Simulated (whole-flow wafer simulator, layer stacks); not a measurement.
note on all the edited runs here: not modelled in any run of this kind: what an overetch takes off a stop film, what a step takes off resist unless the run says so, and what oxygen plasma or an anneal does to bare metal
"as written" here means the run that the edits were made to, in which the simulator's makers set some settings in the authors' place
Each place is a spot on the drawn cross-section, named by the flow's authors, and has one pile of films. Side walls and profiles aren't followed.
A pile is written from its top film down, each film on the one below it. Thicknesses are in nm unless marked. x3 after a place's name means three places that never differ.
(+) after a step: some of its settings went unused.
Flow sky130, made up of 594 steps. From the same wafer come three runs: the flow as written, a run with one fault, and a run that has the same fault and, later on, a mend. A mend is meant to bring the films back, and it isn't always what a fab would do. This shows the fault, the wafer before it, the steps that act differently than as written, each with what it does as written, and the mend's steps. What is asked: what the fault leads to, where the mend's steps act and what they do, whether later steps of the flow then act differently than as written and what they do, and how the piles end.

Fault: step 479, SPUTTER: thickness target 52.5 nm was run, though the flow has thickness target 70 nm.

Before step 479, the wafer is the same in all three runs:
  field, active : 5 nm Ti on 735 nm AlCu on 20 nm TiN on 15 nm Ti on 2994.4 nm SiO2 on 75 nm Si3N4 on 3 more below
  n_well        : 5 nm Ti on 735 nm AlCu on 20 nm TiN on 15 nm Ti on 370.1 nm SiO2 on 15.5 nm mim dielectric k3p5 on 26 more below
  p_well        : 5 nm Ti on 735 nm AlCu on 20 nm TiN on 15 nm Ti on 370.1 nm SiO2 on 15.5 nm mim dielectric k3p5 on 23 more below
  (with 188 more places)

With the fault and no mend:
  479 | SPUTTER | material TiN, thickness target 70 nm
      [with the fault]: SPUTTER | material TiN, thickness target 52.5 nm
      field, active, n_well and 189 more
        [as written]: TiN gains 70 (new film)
        [with the fault]: TiN gains 52.5 (new film)
  Later steps of the flow acting differently than as written (3 more steps, not shown, differ only slightly: by at most 2% or 0.5 nm, whichever is larger):
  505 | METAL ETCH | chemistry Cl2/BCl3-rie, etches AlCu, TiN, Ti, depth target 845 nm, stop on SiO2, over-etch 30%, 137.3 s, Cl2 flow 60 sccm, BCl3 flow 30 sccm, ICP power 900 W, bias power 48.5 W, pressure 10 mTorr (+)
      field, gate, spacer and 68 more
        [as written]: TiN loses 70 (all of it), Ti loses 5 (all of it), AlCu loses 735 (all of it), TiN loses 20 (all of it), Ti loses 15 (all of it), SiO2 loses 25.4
        [with the fault]: TiN loses 52.5 (all of it), Ti loses 5 (all of it), AlCu loses 735 (all of it), TiN loses 20 (all of it), Ti loses 15 (all of it), SiO2 loses 27.1
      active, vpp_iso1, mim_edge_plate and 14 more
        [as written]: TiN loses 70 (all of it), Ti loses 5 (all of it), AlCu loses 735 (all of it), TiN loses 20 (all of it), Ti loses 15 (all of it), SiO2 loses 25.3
        [with the fault]: TiN loses 52.5 (all of it), Ti loses 5 (all of it), AlCu loses 735 (all of it), TiN loses 20 (all of it), Ti loses 15 (all of it), SiO2 loses 27.1
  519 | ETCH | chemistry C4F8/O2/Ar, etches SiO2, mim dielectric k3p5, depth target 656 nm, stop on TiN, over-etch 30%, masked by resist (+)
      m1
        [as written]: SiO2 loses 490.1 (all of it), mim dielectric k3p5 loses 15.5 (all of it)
        [with the fault]: SiO2 loses 507.6 (all of it), mim dielectric k3p5 loses 15.5 (all of it)
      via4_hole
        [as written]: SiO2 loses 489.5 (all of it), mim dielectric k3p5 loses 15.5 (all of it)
        [with the fault]: SiO2 loses 507 (all of it), mim dielectric k3p5 loses 15.5 (all of it)
  The piles end different from the flow's at n_well, p_well, gate_hv and 102 more by more than 2% or 0.5 nm, whichever is larger.
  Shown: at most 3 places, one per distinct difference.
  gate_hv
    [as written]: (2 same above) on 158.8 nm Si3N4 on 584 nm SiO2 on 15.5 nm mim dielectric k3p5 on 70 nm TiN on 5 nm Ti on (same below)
    [with the fault]: (2 same above) on 158.8 nm Si3N4 on 601.5 nm SiO2 on 15.5 nm mim dielectric k3p5 on 52.5 nm TiN on 5 nm Ti on (same below)
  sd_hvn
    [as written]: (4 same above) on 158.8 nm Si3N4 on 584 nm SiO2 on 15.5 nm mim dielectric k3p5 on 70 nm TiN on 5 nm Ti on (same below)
    [with the fault]: (4 same above) on 158.8 nm Si3N4 on 601.5 nm SiO2 on 15.5 nm mim dielectric k3p5 on 52.5 nm TiN on 5 nm Ti on (same below)
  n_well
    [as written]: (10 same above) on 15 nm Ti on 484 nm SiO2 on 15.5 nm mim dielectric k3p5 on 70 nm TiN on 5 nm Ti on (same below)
    [with the fault]: (10 same above) on 15 nm Ti on 501.5 nm SiO2 on 15.5 nm mim dielectric k3p5 on 52.5 nm TiN on 5 nm Ti on (same below)

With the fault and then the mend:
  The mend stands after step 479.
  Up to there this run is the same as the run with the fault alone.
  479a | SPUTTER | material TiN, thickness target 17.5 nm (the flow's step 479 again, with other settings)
      field, active, n_well and 189 more
        TiN gains 17.5
  None of the later steps of the flow acts differently than as written at any place that is followed.
  The piles end the same as the flow's at every place that both follow.
